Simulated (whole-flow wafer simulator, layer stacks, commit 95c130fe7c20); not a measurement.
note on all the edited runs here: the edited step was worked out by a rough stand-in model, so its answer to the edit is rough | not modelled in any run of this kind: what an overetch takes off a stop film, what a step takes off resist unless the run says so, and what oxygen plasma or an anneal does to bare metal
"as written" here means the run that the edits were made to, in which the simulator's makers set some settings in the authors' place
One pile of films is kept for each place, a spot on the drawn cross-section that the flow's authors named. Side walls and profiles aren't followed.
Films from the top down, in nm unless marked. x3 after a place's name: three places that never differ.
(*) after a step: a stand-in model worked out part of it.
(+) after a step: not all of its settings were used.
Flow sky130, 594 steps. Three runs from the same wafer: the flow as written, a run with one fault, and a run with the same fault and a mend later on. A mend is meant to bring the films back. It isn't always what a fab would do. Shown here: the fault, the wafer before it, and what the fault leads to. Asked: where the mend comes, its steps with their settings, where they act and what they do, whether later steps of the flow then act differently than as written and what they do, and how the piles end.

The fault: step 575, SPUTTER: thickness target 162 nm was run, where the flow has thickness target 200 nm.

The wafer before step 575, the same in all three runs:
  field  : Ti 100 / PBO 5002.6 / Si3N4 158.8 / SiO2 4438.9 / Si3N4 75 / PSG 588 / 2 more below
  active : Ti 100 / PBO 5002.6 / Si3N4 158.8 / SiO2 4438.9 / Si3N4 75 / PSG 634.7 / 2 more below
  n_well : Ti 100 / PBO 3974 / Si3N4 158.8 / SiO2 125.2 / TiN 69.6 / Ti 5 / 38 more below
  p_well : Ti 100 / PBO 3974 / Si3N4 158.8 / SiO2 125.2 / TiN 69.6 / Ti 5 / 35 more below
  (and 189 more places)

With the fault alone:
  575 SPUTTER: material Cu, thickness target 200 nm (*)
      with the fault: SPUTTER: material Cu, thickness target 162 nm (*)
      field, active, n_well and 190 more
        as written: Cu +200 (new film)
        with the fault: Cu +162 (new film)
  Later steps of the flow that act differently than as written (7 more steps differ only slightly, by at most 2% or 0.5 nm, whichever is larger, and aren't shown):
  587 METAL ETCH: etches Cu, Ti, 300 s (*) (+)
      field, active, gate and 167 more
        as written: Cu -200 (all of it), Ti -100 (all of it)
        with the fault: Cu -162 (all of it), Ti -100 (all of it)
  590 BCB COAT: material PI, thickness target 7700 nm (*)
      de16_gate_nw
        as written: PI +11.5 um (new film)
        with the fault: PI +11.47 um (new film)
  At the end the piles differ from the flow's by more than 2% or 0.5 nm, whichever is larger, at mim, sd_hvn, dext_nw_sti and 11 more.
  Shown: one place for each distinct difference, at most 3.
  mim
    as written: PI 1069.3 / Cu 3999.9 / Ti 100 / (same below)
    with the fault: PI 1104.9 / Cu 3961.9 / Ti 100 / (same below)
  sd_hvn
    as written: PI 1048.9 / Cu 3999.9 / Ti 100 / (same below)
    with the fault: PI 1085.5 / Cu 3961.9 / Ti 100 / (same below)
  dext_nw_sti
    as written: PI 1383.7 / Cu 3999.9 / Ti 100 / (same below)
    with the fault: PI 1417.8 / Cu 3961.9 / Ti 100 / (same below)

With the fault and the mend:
  The mend comes after step 575.
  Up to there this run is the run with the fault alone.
  575a SPUTTER: material Cu, thickness target 38 nm (*) (the flow's step 575 once more, with other settings)
      field, active, n_well and 190 more
        Cu +38
  No later step of the flow acts differently than as written at any place that is followed.
  At the end the piles are the same as the flow's at every place that both follow.
